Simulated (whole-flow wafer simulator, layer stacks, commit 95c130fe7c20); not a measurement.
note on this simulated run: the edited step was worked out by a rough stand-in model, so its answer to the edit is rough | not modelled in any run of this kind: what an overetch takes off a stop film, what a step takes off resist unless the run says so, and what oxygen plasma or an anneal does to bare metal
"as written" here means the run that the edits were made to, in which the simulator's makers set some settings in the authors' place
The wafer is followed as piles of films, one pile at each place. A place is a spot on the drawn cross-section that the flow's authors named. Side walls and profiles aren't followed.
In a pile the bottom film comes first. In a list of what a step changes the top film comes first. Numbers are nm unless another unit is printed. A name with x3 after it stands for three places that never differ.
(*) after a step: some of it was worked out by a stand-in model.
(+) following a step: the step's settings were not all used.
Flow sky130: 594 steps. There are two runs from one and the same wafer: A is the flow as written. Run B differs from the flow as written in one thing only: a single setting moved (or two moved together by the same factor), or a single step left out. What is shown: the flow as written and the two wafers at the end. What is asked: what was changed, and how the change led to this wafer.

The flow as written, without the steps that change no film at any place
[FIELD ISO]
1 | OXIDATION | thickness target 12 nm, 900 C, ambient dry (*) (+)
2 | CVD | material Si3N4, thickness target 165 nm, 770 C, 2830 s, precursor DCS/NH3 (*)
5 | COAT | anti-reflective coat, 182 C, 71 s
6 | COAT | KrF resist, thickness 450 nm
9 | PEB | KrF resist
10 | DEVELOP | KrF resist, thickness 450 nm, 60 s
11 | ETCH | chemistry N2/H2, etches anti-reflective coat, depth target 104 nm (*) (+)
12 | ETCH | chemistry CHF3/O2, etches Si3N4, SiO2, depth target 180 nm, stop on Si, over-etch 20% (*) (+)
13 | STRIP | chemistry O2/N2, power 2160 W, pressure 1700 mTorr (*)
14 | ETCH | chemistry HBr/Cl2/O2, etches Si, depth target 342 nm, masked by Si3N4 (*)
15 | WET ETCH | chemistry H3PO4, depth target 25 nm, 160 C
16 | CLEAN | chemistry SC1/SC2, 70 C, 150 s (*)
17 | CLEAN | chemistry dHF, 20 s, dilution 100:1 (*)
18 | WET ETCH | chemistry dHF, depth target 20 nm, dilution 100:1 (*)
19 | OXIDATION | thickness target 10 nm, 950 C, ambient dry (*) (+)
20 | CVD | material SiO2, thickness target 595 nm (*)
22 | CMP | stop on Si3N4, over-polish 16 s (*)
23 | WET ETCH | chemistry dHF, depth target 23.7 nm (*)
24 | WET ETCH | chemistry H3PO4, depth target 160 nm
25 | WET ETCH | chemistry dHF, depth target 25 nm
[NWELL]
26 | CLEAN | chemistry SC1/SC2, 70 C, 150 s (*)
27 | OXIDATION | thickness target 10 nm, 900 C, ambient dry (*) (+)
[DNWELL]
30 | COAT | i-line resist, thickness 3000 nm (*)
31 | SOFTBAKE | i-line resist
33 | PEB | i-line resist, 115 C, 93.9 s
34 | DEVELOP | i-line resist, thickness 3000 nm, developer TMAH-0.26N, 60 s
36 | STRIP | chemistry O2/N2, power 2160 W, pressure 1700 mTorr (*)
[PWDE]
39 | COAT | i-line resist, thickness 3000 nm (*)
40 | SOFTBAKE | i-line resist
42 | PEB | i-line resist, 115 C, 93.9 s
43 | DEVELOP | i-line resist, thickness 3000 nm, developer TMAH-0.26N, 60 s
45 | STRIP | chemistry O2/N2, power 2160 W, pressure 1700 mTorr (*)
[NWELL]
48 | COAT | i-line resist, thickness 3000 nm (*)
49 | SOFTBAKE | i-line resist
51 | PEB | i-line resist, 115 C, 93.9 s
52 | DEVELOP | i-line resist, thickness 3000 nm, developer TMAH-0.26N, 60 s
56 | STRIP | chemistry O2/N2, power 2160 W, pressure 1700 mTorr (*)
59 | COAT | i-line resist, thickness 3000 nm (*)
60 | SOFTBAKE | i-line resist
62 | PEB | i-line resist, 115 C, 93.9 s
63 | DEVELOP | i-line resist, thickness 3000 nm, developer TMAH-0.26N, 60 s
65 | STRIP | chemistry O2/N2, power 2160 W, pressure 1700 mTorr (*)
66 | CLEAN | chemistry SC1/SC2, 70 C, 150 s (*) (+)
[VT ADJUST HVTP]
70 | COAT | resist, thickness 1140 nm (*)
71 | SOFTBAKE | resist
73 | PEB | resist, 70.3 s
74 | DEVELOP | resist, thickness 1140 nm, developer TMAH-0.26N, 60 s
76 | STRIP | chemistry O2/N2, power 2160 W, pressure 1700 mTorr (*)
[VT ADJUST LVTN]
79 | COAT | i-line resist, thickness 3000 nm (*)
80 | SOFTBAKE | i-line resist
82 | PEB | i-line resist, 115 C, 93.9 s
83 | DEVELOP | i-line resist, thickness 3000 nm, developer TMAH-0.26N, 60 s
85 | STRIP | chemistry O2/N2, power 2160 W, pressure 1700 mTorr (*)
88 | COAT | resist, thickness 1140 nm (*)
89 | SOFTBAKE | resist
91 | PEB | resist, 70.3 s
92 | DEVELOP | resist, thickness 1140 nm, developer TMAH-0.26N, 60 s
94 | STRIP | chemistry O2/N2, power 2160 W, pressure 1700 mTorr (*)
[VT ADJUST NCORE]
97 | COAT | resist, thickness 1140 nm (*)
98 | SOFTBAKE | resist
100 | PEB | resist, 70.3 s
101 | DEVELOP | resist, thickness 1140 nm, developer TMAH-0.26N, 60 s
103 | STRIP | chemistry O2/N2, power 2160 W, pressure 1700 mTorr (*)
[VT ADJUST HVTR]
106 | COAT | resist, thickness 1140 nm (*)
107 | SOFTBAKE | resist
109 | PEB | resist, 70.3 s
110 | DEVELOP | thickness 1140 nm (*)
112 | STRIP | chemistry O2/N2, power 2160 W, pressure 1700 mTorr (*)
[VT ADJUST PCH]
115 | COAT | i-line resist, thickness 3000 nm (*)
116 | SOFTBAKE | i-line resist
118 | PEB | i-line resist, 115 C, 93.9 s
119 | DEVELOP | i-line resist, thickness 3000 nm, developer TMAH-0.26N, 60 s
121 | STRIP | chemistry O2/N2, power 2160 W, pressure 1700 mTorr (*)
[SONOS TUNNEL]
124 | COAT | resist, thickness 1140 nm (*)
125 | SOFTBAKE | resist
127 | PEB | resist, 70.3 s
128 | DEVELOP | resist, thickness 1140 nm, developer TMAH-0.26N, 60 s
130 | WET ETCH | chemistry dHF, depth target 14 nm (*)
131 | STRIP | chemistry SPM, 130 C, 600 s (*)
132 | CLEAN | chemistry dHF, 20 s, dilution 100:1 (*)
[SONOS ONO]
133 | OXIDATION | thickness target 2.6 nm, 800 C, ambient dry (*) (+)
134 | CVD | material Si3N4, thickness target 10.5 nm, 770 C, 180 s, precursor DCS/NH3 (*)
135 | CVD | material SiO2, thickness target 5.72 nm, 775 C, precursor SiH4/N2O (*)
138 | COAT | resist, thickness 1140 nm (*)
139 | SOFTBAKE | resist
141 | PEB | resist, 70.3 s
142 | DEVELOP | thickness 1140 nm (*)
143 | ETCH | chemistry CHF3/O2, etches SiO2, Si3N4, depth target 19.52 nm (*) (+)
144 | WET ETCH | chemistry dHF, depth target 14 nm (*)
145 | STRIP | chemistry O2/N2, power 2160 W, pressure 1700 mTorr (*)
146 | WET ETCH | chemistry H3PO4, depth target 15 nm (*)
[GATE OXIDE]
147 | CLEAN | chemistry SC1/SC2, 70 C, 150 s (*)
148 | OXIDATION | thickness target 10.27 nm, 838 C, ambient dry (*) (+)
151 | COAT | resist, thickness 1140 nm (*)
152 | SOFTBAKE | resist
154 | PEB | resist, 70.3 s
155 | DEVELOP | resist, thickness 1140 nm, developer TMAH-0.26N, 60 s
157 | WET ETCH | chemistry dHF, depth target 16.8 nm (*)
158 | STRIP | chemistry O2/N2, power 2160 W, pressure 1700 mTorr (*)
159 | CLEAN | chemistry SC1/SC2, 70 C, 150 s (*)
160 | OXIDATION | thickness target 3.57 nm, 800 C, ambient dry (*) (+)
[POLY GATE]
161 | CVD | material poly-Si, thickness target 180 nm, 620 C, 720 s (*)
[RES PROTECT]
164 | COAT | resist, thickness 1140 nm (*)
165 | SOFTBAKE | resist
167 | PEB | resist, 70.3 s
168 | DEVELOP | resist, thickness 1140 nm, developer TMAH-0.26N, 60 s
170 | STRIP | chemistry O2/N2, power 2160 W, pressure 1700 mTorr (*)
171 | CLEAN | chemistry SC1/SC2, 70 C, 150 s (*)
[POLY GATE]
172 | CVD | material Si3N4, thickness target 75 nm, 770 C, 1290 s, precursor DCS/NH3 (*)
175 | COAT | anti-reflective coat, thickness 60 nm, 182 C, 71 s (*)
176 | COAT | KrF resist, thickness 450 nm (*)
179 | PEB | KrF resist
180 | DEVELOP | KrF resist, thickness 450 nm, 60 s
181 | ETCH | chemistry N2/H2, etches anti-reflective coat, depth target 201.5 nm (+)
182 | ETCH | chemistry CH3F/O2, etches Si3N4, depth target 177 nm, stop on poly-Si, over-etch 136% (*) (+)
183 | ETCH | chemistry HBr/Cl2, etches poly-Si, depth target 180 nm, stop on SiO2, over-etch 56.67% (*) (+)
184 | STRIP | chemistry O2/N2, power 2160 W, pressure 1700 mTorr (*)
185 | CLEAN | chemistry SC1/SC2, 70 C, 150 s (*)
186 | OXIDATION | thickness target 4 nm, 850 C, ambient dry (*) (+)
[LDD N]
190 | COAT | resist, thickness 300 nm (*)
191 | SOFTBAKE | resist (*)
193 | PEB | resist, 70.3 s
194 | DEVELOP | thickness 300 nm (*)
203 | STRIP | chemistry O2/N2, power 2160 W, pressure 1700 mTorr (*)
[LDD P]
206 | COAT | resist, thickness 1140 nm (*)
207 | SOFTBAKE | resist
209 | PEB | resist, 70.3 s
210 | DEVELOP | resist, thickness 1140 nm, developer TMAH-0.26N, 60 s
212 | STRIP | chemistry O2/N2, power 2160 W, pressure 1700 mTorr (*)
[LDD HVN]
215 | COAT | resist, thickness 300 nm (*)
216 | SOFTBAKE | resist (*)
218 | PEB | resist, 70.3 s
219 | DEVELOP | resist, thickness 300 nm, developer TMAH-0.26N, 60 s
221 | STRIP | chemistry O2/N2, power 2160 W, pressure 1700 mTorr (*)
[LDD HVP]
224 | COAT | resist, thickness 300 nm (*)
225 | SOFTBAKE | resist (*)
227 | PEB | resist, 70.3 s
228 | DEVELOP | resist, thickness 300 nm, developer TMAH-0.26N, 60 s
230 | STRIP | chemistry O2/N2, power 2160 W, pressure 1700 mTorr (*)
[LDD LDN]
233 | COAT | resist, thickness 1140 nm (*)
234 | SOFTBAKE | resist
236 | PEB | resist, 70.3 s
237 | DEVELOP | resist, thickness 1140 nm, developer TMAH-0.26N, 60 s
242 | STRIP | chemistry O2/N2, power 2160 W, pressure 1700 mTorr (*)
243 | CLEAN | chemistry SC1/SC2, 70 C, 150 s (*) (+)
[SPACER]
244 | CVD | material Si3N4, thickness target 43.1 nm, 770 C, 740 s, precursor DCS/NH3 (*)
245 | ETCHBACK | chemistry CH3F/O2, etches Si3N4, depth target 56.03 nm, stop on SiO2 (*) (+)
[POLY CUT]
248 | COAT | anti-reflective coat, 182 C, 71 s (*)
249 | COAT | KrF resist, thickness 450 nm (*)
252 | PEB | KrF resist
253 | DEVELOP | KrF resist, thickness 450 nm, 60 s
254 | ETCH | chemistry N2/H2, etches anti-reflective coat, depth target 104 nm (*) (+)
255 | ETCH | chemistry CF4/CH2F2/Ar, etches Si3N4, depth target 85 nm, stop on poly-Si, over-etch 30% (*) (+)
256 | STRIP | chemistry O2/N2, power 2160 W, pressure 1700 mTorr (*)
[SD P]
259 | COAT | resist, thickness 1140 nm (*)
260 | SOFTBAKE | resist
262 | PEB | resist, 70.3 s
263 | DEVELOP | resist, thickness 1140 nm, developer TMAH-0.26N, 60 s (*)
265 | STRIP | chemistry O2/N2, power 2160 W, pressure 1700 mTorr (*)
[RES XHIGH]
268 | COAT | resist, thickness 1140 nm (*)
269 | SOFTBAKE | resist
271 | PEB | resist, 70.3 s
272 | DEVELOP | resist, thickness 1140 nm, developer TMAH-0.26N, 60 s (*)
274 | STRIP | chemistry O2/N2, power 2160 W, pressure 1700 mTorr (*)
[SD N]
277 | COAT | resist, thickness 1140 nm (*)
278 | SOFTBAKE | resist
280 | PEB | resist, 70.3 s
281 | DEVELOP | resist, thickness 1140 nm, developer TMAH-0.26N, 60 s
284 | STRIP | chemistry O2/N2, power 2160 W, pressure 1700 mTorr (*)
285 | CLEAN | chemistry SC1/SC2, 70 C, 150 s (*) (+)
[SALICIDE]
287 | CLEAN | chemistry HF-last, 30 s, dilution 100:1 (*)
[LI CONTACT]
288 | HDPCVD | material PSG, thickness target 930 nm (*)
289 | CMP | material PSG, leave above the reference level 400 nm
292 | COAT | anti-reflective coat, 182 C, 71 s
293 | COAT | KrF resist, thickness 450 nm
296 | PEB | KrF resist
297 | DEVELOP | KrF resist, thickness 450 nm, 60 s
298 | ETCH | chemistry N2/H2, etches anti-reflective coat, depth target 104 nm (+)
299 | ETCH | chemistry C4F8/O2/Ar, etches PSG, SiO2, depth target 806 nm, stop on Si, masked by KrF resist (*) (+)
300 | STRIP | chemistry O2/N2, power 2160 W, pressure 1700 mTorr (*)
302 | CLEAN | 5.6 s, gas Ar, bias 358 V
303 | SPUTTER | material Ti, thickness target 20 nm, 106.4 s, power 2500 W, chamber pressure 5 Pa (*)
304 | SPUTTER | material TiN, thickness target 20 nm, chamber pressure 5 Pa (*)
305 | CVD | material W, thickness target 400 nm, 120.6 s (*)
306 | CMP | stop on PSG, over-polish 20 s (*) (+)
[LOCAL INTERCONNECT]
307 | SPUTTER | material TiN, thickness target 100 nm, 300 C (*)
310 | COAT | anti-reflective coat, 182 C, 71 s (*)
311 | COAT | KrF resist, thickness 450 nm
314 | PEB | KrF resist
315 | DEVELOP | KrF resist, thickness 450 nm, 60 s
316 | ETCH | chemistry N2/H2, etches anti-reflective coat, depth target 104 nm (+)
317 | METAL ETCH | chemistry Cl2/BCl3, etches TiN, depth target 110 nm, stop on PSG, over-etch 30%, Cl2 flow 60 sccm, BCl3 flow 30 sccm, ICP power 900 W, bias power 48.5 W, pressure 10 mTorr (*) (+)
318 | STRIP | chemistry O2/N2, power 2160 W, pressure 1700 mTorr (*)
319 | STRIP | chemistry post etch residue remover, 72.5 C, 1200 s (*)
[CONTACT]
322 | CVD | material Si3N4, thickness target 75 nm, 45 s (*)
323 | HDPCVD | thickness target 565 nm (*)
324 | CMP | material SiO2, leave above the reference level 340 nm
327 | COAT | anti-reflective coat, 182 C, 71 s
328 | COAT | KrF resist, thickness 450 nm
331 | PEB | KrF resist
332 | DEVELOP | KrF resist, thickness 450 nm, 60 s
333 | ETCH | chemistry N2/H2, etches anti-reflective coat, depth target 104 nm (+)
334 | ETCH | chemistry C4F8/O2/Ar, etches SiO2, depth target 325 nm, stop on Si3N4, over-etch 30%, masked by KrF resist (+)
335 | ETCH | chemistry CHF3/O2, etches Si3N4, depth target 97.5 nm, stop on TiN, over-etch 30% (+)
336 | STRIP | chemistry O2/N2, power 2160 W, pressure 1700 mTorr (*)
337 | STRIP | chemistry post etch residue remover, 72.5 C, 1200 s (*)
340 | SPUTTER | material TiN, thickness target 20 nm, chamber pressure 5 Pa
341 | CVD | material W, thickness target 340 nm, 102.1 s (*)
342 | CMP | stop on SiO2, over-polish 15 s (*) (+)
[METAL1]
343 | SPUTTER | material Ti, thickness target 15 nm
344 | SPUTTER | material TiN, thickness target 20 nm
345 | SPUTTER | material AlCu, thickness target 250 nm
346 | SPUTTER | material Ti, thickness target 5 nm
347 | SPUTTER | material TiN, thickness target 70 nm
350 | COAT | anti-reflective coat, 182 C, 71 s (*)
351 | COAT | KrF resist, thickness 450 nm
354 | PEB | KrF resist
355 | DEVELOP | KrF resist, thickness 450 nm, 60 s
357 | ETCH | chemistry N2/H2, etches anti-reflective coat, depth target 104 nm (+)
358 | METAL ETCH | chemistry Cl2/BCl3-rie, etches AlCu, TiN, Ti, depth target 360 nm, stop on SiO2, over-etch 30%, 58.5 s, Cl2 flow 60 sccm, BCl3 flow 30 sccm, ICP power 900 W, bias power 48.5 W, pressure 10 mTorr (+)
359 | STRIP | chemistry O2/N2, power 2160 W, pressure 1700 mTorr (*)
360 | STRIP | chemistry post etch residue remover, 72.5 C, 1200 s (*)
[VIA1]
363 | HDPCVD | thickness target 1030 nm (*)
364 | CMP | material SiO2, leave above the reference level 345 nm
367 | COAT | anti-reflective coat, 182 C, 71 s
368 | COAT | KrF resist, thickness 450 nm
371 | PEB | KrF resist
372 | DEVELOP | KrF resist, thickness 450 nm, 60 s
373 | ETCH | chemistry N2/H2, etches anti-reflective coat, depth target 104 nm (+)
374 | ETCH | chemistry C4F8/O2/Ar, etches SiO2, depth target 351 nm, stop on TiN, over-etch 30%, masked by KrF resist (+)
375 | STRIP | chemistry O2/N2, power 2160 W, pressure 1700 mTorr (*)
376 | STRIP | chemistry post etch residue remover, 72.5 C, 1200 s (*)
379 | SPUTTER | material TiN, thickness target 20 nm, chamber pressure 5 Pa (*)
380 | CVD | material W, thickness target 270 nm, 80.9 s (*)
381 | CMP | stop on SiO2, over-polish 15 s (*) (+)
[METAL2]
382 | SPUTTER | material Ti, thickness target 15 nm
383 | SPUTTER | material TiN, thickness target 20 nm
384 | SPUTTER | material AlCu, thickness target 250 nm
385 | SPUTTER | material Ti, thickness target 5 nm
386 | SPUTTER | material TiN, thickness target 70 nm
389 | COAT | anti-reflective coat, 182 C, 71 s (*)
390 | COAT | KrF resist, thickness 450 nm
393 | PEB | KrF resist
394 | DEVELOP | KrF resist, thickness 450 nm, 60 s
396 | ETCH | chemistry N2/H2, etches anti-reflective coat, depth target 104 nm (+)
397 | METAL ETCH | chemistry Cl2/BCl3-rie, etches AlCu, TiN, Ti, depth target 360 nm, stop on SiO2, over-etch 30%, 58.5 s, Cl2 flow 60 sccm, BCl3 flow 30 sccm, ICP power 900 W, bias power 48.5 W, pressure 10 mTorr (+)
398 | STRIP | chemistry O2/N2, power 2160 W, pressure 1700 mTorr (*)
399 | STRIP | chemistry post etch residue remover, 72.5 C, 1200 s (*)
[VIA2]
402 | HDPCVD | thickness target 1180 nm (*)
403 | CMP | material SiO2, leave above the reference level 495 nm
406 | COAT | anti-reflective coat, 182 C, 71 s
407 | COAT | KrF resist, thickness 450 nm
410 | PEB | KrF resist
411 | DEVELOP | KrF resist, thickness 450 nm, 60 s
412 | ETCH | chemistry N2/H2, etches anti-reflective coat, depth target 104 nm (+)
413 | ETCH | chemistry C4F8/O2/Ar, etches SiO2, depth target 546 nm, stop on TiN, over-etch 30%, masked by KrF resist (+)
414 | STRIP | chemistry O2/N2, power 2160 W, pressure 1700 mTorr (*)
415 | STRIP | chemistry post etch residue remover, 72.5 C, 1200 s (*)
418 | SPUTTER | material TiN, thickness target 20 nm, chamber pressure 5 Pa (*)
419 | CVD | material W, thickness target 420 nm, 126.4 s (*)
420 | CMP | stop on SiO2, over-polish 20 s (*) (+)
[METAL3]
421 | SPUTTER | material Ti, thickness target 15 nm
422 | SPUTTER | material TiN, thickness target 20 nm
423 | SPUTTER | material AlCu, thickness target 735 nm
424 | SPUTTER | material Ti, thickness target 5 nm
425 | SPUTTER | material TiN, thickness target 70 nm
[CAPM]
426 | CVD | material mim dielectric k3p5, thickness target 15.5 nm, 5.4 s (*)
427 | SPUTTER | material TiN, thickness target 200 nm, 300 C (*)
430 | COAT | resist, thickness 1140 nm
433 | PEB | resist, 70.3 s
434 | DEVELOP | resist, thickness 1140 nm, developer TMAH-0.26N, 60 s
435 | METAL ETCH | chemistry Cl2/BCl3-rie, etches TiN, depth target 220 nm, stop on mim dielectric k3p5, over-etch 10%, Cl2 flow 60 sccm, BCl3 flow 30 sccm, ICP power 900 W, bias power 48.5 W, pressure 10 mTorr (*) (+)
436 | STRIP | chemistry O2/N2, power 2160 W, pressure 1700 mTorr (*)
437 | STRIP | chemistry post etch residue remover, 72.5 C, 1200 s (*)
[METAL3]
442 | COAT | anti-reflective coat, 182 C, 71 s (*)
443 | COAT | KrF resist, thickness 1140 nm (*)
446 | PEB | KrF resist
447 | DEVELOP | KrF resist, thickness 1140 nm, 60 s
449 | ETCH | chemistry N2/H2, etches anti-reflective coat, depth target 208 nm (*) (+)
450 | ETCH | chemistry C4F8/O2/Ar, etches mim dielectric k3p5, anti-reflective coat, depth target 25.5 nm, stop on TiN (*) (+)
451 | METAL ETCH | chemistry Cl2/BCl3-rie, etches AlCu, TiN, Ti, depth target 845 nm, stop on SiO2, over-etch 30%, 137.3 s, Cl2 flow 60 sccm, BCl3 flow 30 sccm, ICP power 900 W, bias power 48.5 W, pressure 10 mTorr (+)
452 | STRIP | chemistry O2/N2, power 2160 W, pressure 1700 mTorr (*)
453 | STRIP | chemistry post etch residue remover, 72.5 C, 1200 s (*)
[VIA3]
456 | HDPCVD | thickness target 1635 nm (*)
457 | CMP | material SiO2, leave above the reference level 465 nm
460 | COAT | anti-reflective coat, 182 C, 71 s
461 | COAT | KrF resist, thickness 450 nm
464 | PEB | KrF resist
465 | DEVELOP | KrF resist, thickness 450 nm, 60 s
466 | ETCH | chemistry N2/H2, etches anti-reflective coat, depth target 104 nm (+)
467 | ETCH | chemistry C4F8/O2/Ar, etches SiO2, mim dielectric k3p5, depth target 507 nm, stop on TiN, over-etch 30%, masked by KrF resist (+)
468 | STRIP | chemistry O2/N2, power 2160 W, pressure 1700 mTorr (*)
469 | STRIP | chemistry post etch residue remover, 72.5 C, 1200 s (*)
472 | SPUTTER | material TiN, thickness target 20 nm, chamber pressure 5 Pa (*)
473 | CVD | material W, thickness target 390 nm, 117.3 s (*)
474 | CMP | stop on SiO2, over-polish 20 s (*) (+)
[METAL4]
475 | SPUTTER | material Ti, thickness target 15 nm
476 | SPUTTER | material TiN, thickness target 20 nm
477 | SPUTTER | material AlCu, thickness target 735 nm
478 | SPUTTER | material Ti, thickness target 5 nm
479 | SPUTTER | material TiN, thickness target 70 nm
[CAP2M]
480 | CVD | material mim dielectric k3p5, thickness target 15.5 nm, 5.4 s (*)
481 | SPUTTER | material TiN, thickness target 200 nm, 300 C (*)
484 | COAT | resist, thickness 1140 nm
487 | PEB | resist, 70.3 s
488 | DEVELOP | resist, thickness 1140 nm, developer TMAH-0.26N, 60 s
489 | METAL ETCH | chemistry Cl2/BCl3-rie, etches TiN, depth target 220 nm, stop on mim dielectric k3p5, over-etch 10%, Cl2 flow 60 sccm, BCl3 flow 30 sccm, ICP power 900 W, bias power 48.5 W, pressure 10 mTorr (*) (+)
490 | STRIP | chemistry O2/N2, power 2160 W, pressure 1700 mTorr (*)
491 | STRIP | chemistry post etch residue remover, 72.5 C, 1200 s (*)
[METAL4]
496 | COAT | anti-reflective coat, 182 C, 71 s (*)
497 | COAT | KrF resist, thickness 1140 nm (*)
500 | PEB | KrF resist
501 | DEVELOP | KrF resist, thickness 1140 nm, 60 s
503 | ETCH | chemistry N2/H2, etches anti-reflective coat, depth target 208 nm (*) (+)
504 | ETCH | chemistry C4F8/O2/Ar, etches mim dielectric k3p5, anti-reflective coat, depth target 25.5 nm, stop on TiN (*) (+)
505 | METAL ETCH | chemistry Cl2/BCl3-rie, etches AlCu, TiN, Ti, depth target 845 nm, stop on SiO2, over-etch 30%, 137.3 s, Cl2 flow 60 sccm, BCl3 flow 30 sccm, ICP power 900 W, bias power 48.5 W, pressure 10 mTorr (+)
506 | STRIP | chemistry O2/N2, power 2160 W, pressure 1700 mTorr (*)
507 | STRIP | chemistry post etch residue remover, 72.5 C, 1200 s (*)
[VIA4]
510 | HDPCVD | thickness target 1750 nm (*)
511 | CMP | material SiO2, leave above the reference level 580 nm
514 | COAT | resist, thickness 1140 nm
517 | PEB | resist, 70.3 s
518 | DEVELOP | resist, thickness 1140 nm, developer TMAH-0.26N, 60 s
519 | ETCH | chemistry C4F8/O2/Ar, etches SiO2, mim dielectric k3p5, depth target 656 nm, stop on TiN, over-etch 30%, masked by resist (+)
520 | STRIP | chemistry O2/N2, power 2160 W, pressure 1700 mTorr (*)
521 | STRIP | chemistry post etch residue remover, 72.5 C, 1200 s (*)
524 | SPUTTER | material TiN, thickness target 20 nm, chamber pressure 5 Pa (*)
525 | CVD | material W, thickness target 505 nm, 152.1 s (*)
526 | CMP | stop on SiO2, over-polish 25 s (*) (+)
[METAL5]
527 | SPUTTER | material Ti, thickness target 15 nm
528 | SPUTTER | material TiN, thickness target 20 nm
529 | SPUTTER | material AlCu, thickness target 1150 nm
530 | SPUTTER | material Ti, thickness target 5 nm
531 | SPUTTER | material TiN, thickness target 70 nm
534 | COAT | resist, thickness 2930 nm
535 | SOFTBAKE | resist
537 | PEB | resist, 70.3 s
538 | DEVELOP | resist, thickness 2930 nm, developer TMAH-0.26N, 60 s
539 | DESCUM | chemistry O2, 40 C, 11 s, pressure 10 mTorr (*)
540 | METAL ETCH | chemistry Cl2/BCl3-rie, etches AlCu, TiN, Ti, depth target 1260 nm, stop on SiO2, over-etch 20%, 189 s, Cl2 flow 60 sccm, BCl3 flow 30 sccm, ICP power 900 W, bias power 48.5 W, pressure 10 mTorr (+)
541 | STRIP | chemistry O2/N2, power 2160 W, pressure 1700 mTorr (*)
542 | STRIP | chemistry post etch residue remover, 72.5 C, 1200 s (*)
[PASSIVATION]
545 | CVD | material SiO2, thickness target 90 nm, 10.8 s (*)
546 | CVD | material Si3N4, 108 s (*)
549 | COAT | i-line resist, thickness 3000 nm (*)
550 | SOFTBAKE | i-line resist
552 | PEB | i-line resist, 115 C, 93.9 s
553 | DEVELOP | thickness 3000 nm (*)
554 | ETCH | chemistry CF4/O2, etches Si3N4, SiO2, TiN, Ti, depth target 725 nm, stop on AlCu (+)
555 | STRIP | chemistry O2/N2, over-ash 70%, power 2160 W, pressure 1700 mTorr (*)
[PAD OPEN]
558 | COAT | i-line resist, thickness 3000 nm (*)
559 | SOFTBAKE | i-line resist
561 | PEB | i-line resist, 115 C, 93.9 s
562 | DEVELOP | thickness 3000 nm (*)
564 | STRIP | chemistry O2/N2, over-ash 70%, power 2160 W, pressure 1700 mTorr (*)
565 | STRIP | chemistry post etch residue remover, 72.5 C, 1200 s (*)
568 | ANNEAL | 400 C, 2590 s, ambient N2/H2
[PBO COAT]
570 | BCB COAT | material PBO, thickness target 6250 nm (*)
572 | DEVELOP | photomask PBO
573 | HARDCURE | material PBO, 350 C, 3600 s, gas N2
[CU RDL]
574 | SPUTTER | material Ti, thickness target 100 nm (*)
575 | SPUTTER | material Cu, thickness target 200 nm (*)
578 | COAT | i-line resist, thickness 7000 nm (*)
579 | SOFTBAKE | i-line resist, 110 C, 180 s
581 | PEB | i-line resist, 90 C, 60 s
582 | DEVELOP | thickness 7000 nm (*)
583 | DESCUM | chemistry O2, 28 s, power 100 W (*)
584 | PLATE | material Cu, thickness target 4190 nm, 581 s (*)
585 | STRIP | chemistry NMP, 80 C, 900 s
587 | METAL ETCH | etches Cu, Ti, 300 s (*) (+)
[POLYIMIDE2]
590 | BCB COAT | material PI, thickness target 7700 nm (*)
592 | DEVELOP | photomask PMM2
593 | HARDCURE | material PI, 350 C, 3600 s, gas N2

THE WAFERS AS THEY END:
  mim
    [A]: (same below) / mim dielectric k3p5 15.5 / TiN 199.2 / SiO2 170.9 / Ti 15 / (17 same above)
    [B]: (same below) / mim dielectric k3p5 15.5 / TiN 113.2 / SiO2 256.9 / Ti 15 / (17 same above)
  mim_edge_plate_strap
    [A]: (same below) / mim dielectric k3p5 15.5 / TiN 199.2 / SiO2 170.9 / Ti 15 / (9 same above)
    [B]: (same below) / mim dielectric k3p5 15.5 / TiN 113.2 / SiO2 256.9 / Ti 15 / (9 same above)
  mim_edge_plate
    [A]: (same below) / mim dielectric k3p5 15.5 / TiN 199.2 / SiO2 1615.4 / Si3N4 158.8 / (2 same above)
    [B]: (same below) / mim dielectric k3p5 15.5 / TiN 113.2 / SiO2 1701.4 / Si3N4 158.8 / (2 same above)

The reason: step 427, SPUTTER: thickness target 114 nm was run, while the flow as written has thickness target 200 nm.

How this came from the change, step by step:
  427 | SPUTTER | material TiN, thickness target 200 nm, 300 C (*)
      field, active, n_well and 188 more: A +200 TiN (new film) | B +114 TiN (new film)
  435 | METAL ETCH | chemistry Cl2/BCl3-rie, etches TiN, depth target 220 nm, stop on mim dielectric k3p5, over-etch 10%, Cl2 flow 60 sccm, BCl3 flow 30 sccm, ICP power 900 W, bias power 48.5 W, pressure 10 mTorr (*) (+)
      field, active, n_well and 185 more: A -200 TiN (all of it) | B -114 TiN (all of it)
      mim, mim_edge_plate_strap, mim_edge_plate: A -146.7 resist | B -83.6 resist
  436 | STRIP | chemistry O2/N2, power 2160 W, pressure 1700 mTorr (*)
      mim, mim_edge_plate_strap, mim_edge_plate: A -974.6 resist (all of it) | B -1037.7 resist (all of it)
  442 | COAT | anti-reflective coat, 182 C, 71 s (*)
      poly_licon, rpo_hd_licon: A +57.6 anti-reflective coat (new film) | B +79.3 anti-reflective coat (new film)
      mim: A +40.4 anti-reflective coat (new film) | B +30.2 anti-reflective coat (new film)
      (also at 8 further places)
  443 | COAT | KrF resist, thickness 1140 nm (*)
      mim_edge_plate_strap, mim_edge_plate: A +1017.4 KrF resist (new film) | B +1103.4 KrF resist (new film)
      poly_licon, rpo_hd_licon: A +1171.3 KrF resist (new film) | B +1147.3 KrF resist (new film)
      (also at 3 further places)
  447 | DEVELOP | KrF resist, thickness 1140 nm, 60 s
      poly_licon, rpo_hd_licon: A -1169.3 KrF resist (all of it) | B -1145.4 KrF resist (all of it)
      rxpo_ln: A -1165.6 KrF resist (all of it) | B -1139.7 KrF resist (all of it)
  449 | ETCH | chemistry N2/H2, etches anti-reflective coat, depth target 208 nm (*) (+)
      poly_licon, rpo_hd_licon: A -57.6 anti-reflective coat (all of it) | B -79.3 anti-reflective coat (all of it)
      rpo_hd: A -62 anti-reflective coat (all of it) | B -76 anti-reflective coat (all of it)
      (also at 2 further places)
  452 | STRIP | chemistry O2/N2, power 2160 W, pressure 1700 mTorr (*)
      mim_edge_plate_strap, mim_edge_plate: A -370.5 KrF resist (all of it), -3 anti-reflective coat (all of it) | B -456.3 KrF resist (all of it), -3 anti-reflective coat (all of it)
      mim: A -378.7 KrF resist (all of it), -40.4 anti-reflective coat (all of it) | B -449.5 KrF resist (all of it), -30.2 anti-reflective coat (all of it)
      (also at 5 further places)
  457 | CMP | material SiO2, leave above the reference level 465 nm
      mim, mim_edge_plate_strap, mim_edge_plate: A -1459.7 SiO2 | B -1373.7 SiO2
